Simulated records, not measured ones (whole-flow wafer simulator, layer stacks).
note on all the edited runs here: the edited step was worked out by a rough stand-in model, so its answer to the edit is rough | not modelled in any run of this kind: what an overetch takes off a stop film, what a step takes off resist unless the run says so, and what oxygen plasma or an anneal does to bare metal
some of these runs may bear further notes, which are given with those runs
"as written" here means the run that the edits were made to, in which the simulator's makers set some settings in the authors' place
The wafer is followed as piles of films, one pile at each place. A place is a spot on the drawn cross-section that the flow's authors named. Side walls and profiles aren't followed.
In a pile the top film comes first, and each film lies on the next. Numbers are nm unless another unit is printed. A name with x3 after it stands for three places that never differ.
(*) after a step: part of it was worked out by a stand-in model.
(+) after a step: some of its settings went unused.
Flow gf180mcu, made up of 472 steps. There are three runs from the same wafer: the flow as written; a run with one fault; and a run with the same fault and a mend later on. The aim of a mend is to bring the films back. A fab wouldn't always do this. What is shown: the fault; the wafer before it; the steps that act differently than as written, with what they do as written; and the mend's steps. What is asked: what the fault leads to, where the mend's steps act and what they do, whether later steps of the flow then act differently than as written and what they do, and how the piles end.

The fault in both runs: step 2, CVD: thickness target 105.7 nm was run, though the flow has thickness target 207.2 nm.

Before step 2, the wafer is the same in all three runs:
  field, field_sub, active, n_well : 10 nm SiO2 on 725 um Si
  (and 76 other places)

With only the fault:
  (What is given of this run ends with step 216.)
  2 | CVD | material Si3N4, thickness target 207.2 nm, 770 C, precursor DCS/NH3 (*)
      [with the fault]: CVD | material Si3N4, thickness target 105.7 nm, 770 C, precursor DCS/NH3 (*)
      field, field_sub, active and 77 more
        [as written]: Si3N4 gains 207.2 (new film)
        [with the fault]: Si3N4 gains 105.7 (new film)
  Steps further on in the flow that do not act as written (8 more steps, not shown, differ only slightly: by at most 2% or 0.5 nm, whichever is larger):
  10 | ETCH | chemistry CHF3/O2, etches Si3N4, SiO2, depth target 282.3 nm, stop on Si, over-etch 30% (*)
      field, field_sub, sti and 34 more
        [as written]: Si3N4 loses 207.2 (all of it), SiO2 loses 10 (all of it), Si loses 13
        [with the fault]: Si3N4 loses 105.7 (all of it), SiO2 loses 10 (all of it), Si loses 33.3
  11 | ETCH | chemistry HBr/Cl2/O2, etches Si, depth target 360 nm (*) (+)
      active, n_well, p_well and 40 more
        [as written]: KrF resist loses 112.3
        [with the fault]: KrF resist loses 105.6
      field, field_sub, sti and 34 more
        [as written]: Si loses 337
        [with the fault]: Si loses 316.7
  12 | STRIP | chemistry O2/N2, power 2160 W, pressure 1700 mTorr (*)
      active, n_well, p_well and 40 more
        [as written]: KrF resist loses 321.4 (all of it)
        [with the fault]: KrF resist loses 328.2 (all of it)
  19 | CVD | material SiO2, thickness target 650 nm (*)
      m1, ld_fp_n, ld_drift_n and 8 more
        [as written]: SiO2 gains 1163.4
        [with the fault]: SiO2 gains 1061.9
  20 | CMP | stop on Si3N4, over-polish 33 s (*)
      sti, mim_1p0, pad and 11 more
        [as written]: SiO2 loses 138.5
        [with the fault]: SiO2 loses 240
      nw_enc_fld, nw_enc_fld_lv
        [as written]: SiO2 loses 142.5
        [with the fault]: SiO2 loses 244
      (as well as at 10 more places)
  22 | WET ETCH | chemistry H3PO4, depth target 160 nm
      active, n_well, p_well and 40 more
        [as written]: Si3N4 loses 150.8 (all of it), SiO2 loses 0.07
        [with the fault]: Si3N4 loses 49.2 (all of it), SiO2 loses 0.87
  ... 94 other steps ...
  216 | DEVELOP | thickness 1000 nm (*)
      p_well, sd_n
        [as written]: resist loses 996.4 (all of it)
        [with the fault]: resist loses 898.1 (all of it)
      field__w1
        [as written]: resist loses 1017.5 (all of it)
        [with the fault]: resist loses 1066.5 (all of it)
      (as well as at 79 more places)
  The piles after step 216 differ from the flow's at field, field__w1, field__w2 and 68 more by more than 2% or 0.5 nm, whichever is larger.
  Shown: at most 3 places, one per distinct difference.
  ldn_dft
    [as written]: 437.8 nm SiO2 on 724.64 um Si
    [with the fault]: 50 nm SiO2 on 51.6 nm Si3N4 on 290.3 nm SiO2 on 724.63 um Si
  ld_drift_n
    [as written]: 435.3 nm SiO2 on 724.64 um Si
    [with the fault]: 30.2 nm SiO2 on 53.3 nm Si3N4 on 288.6 nm SiO2 on 724.63 um Si
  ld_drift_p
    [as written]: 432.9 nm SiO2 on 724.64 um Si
    [with the fault]: 30.2 nm SiO2 on 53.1 nm Si3N4 on 288.8 nm SiO2 on 724.63 um Si

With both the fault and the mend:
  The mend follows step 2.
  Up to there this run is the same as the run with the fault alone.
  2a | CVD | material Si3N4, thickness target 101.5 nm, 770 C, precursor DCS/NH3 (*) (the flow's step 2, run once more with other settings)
      field, field_sub, active and 77 more
        Si3N4 gains 101.5
  Later steps of the flow that are run all act as written at every place that is followed.
  By the end, the piles equal the flow's at every place that both follow.
